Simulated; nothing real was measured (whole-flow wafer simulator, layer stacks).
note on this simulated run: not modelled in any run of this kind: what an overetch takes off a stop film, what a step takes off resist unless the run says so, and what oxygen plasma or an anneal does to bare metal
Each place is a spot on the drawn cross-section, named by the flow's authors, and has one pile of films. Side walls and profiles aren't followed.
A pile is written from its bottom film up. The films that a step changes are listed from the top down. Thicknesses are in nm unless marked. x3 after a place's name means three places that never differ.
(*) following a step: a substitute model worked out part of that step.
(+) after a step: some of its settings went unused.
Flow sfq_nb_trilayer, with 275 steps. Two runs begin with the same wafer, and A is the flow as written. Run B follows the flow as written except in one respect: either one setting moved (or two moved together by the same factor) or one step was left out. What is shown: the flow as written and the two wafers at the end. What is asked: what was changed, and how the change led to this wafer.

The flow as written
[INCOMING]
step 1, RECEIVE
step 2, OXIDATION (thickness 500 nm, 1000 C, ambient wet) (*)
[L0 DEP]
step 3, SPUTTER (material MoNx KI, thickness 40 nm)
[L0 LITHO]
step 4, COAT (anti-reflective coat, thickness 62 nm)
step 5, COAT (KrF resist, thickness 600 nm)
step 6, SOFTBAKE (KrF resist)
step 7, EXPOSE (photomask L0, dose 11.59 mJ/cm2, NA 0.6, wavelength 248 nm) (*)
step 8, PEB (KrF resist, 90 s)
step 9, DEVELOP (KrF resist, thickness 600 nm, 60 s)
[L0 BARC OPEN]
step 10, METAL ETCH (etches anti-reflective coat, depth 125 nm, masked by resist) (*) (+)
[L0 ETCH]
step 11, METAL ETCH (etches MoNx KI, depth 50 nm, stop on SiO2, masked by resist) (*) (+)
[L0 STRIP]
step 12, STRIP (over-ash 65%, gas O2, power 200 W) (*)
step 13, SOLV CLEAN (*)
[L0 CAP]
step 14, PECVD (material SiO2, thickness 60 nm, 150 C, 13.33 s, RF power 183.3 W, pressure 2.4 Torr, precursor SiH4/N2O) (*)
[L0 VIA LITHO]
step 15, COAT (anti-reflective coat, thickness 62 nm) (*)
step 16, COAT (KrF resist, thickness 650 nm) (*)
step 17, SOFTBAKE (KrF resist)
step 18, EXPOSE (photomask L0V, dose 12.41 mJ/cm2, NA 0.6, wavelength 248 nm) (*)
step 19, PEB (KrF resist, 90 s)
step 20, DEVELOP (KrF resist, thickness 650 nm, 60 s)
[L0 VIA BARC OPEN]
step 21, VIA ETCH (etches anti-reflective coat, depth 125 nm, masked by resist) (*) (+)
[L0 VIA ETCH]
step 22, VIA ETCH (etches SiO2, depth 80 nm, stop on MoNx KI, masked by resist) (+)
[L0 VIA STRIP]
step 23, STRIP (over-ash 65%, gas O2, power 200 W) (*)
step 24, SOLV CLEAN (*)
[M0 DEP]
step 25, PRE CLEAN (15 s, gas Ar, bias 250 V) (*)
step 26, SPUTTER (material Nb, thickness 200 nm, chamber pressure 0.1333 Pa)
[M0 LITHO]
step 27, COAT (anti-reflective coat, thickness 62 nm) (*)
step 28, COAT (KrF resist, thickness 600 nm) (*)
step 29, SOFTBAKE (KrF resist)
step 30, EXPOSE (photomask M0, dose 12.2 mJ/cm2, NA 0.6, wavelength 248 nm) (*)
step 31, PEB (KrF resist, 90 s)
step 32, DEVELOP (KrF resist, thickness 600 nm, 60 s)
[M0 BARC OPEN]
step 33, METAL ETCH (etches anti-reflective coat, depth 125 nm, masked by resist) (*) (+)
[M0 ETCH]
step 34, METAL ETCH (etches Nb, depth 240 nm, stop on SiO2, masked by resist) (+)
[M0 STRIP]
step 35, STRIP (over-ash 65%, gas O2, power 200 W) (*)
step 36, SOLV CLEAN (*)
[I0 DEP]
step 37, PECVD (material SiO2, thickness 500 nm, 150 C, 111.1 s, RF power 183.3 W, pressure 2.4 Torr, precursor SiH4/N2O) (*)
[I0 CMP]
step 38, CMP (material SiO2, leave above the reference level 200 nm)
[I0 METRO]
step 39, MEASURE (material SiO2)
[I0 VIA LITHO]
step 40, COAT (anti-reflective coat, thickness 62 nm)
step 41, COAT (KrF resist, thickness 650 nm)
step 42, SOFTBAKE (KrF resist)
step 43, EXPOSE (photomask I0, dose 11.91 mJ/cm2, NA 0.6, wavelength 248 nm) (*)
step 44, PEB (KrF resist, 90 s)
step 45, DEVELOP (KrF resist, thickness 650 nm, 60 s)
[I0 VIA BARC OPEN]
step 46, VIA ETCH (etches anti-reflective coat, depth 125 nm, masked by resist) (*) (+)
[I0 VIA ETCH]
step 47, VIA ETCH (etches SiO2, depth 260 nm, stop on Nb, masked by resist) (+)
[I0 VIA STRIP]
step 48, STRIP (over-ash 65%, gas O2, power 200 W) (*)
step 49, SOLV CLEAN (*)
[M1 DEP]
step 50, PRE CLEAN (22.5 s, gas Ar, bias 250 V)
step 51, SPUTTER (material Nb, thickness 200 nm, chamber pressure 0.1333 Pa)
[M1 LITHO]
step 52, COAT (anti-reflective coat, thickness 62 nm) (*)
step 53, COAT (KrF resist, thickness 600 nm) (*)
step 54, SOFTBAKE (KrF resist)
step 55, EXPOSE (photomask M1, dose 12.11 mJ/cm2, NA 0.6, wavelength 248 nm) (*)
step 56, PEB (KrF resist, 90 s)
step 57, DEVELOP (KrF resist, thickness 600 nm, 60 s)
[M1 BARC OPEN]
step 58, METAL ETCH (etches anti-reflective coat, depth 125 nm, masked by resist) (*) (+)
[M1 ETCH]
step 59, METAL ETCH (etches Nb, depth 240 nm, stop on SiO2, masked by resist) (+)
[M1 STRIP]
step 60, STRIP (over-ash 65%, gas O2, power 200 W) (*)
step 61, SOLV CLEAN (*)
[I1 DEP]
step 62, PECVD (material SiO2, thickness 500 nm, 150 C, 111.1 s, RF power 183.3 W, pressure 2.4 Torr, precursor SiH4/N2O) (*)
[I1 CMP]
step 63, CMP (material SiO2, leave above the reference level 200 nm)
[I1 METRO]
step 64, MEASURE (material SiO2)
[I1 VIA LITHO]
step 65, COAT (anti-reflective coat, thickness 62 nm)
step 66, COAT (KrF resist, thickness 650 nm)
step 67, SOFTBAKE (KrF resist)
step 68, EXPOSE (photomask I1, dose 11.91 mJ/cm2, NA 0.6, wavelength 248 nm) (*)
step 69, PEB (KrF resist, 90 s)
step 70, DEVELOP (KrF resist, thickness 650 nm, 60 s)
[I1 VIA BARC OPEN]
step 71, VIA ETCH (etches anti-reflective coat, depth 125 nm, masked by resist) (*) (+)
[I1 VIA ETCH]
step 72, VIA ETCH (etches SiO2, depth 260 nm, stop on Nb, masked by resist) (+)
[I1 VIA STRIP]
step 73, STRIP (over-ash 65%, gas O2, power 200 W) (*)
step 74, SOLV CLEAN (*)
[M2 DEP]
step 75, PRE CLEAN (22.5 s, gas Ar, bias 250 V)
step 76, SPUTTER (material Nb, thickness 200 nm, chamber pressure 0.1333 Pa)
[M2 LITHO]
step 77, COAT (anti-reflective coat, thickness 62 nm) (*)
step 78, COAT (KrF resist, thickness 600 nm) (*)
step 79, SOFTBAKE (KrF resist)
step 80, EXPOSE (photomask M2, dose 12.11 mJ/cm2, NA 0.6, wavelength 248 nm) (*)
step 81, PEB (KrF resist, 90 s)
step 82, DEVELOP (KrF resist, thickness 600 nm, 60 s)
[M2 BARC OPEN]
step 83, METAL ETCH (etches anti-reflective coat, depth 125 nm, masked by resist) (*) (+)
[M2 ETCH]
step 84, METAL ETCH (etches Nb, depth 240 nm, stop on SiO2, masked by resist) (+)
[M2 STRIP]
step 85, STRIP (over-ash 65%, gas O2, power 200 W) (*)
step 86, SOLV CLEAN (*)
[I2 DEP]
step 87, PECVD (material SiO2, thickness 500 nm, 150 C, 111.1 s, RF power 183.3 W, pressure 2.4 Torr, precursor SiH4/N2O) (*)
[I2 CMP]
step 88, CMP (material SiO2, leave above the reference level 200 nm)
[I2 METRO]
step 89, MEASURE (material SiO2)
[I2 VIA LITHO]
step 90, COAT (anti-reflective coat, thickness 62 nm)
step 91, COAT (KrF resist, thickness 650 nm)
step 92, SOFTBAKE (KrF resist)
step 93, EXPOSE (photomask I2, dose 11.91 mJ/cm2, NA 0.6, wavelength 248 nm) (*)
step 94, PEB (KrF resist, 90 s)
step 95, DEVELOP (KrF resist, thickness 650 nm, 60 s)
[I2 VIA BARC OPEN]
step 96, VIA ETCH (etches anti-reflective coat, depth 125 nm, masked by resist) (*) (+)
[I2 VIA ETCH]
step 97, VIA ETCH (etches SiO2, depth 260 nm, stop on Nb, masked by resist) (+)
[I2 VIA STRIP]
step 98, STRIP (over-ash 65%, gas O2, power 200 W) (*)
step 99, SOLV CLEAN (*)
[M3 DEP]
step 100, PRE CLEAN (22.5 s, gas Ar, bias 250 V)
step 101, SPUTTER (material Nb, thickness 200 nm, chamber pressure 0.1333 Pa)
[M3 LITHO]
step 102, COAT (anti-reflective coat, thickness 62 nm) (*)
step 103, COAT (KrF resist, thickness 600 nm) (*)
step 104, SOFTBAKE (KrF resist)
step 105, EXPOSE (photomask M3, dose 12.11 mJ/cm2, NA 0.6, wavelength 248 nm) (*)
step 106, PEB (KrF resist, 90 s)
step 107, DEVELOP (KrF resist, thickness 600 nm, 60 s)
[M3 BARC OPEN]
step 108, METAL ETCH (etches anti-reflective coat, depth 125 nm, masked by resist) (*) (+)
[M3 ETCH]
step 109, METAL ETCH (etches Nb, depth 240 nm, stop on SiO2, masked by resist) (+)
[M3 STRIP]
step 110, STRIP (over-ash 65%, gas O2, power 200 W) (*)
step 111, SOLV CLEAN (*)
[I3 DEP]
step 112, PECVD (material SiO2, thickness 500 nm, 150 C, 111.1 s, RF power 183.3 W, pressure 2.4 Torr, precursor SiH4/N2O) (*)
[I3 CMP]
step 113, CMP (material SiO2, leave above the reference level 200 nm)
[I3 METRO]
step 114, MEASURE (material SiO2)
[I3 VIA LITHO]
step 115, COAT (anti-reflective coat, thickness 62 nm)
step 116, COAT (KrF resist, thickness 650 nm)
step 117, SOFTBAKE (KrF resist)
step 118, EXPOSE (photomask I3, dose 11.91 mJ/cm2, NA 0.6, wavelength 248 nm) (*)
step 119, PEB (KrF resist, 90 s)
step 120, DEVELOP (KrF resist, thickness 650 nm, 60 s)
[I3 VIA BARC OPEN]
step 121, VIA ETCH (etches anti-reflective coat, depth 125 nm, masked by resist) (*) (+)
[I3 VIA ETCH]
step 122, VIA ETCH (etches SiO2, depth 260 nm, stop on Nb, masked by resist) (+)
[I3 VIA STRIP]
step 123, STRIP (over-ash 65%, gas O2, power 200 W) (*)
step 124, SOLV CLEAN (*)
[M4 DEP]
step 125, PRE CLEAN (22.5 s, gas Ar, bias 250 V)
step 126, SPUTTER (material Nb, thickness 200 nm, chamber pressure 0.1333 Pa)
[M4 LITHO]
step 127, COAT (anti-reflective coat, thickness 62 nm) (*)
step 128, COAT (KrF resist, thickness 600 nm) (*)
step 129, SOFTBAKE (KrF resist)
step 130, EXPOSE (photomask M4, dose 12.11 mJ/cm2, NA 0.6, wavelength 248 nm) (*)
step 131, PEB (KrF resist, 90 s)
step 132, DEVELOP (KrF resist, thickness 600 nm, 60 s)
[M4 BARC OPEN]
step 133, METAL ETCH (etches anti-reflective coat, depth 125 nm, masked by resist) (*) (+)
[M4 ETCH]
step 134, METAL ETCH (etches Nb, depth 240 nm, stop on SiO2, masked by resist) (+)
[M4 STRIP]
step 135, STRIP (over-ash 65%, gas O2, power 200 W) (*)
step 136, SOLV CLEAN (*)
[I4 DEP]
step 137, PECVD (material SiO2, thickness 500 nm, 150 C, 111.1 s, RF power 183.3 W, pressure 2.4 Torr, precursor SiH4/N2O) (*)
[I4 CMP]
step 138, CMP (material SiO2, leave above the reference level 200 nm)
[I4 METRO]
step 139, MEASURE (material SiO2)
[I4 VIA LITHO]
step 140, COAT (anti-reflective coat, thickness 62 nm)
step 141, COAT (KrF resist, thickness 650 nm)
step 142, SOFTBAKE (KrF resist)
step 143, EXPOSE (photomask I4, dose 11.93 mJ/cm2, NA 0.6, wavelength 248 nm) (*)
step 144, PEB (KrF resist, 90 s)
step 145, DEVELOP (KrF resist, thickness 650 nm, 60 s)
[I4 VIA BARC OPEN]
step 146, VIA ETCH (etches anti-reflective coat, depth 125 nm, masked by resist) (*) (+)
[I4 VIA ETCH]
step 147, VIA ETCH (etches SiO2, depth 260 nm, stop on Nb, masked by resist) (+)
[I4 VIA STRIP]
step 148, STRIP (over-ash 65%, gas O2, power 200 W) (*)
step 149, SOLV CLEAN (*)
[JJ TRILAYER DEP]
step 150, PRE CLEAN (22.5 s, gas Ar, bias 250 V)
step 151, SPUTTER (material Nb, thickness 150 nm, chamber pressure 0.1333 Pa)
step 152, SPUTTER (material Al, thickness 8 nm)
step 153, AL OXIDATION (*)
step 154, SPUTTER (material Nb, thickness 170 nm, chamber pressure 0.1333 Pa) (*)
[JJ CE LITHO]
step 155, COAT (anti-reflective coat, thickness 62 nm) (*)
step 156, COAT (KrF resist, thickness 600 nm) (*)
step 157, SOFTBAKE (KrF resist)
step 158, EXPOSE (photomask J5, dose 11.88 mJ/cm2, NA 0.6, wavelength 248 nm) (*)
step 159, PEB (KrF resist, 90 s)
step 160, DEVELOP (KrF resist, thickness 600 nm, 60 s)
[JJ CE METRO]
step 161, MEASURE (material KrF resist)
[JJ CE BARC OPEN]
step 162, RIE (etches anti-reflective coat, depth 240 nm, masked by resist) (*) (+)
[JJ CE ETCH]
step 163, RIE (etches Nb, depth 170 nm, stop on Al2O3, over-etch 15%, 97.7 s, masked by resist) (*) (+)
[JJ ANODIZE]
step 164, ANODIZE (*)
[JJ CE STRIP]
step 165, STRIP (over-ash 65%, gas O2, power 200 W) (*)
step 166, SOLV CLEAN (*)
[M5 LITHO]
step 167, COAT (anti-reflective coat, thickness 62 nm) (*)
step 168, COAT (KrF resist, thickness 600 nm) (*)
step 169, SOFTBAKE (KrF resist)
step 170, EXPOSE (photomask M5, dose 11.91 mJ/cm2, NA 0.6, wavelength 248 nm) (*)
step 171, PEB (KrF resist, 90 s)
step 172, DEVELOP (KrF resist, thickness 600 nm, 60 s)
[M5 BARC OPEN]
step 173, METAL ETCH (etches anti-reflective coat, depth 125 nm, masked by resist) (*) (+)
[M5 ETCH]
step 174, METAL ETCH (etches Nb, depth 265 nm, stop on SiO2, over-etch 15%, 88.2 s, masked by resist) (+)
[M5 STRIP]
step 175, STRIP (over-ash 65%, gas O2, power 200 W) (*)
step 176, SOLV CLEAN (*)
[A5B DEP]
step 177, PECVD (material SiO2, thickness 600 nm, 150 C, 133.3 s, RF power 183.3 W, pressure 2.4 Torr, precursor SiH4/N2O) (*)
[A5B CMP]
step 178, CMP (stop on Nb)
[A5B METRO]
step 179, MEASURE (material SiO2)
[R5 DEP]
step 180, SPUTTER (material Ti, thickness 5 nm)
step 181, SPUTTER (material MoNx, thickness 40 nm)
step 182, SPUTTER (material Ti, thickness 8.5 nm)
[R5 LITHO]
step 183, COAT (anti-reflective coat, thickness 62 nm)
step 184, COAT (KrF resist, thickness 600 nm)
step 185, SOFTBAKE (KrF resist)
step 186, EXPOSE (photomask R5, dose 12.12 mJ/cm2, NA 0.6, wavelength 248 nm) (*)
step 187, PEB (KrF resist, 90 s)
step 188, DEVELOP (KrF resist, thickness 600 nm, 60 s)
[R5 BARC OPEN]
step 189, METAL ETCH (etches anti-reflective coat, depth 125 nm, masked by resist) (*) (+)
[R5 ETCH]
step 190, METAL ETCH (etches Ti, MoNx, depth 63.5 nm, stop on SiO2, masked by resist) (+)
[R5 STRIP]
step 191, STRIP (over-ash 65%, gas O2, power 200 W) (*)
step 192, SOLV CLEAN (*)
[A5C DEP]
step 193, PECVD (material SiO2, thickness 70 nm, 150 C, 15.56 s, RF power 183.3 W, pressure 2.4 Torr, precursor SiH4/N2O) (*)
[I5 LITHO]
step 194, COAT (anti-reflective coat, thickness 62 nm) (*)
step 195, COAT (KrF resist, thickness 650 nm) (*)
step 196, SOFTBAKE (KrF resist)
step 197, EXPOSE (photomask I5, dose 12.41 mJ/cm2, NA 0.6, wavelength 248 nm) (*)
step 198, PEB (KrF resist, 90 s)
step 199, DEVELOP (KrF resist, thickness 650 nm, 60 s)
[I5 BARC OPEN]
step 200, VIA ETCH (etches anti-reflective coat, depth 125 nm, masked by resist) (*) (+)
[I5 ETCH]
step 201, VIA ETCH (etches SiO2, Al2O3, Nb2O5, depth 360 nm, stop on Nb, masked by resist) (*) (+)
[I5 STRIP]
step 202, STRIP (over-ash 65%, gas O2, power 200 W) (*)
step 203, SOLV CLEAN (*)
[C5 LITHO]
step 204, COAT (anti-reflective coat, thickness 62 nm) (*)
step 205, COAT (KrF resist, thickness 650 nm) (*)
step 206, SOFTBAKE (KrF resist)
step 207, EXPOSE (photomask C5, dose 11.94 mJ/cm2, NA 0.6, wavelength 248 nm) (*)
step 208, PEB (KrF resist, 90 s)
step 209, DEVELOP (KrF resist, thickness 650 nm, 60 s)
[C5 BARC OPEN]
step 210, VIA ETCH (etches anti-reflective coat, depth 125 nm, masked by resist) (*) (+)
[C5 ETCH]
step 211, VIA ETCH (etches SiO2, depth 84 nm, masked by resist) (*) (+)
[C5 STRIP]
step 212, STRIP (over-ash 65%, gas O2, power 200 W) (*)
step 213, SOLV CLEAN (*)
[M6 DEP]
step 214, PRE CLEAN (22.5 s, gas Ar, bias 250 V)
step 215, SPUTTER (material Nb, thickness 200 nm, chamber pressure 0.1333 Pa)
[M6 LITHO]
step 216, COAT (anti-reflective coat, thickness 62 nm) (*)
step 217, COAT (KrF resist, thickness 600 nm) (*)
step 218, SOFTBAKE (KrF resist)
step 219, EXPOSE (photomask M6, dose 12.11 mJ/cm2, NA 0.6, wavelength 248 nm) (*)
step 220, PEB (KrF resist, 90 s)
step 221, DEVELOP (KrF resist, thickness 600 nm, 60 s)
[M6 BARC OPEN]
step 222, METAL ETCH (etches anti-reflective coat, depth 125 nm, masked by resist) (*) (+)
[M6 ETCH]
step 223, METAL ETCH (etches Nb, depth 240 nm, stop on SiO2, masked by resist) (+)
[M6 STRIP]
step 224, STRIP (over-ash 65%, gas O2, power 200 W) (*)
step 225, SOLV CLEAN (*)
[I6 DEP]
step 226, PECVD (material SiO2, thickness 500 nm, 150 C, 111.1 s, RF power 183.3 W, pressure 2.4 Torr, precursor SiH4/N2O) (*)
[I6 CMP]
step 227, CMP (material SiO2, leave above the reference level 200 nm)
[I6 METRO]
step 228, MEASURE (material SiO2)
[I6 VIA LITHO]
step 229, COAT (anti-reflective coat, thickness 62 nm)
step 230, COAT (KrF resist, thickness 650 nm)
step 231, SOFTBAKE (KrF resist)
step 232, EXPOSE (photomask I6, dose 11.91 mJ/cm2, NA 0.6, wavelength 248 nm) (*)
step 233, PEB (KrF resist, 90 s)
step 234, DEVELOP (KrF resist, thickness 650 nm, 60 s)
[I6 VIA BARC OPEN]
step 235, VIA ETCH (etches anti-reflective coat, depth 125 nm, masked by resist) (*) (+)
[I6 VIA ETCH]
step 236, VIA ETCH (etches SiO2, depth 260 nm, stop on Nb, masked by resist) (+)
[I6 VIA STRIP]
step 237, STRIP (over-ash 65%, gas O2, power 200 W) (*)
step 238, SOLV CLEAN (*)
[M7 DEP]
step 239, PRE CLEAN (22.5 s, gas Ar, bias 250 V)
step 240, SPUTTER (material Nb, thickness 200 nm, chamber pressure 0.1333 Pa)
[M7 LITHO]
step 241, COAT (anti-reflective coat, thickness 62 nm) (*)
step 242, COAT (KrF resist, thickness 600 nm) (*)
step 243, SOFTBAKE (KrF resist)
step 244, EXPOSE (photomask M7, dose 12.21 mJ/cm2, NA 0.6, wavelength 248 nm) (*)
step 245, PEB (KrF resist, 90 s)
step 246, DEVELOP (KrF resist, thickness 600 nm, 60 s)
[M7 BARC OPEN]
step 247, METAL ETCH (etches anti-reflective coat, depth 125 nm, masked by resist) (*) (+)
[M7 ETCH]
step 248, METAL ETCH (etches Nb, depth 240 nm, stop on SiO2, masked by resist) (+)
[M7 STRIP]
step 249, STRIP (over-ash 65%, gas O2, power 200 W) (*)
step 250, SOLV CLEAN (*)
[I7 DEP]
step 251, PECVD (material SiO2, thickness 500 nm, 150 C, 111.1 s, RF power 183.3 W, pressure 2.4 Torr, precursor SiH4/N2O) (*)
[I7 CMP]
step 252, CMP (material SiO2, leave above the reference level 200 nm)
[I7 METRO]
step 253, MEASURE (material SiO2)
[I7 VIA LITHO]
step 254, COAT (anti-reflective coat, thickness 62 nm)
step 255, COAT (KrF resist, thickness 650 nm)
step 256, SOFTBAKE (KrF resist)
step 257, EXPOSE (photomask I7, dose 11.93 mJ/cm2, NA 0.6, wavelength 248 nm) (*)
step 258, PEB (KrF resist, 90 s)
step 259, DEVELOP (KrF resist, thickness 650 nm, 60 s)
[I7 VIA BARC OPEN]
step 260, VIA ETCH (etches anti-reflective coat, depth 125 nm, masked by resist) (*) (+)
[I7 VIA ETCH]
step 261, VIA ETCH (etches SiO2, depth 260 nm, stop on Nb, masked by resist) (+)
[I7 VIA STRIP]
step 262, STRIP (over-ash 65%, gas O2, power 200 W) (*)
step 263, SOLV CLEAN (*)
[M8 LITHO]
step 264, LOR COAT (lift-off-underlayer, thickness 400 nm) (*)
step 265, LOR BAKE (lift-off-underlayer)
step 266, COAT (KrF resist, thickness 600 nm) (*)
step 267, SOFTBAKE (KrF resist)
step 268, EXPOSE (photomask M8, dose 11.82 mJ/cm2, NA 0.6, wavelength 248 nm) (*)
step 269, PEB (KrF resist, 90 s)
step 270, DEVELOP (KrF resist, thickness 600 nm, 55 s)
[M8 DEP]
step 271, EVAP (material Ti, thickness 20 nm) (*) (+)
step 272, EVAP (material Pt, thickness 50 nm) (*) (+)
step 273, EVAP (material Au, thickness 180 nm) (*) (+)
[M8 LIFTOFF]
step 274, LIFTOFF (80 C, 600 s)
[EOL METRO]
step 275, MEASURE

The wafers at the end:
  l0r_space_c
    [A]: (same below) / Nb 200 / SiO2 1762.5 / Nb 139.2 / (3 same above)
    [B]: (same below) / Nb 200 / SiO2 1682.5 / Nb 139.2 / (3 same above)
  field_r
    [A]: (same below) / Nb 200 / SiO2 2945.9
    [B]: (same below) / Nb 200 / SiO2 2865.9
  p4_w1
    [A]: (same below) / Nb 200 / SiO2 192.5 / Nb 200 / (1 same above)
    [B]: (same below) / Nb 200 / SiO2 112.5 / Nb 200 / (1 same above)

The reason: step 113, CMP: leave above the reference level 120 nm was run, though the flow has leave above the reference level 200 nm.

How this came from the change, step by step:
  step 113, CMP (material SiO2, leave above the reference level 200 nm)
      field_l, be, be_sur and 64 more: A -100 SiO2 | B -180 SiO2
      v_sur, via_wl, via_wr and 27 more: A -300 SiO2 | B -380 SiO2
      (and at 9 other places as well)
  step 122, VIA ETCH (etches SiO2, depth 260 nm, stop on Nb, masked by resist) (+)
      field_l, v_sur, via_wl and 102 more: A -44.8 KrF resist | B -31 KrF resist
      via_v: A -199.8 SiO2 (all of it) | B -119.8 SiO2 (all of it)
  step 123, STRIP (over-ash 65%, gas O2, power 200 W) (*)
      field_l, v_sur, via_wl and 102 more: A -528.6 KrF resist (all of it), -62 anti-reflective coat (all of it) | B -542.4 KrF resist (all of it), -62 anti-reflective coat (all of it)
  step 126, SPUTTER (material Nb, thickness 200 nm, chamber pressure 0.1333 Pa)
      via_v: A +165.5 Nb | B +183.3 Nb
  step 127, COAT (anti-reflective coat, thickness 62 nm) (*)
      via_sp: A +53 anti-reflective coat (new film) | B +54.8 anti-reflective coat (new film)
      via_v: A +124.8 anti-reflective coat (new film) | B +106.3 anti-reflective coat (new film)
      (and at 1 other place as well)
  step 128, COAT (KrF resist, thickness 600 nm) (*)
      via_v: A +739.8 KrF resist (new film) | B +673.7 KrF resist (new film)
  step 135, STRIP (over-ash 65%, gas O2, power 200 W) (*)
      via_sp: A -373.9 KrF resist (all of it), -53 anti-reflective coat (all of it) | B -379.2 KrF resist (all of it), -54.8 anti-reflective coat (all of it)
      via_v: A -521.8 KrF resist (all of it), -124.8 anti-reflective coat (all of it) | B -455.9 KrF resist (all of it), -106.3 anti-reflective coat (all of it)
      (and at 1 other place as well)
  step 137, PECVD (material SiO2, thickness 500 nm, 150 C, 111.1 s, RF power 183.3 W, pressure 2.4 Torr, precursor SiH4/N2O) (*)
      via_v: A +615 SiO2 (new film) | B +500 SiO2 (new film)
  step 138, CMP (material SiO2, leave above the reference level 200 nm)
      via_v: A -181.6 SiO2 | B -164.3 SiO2
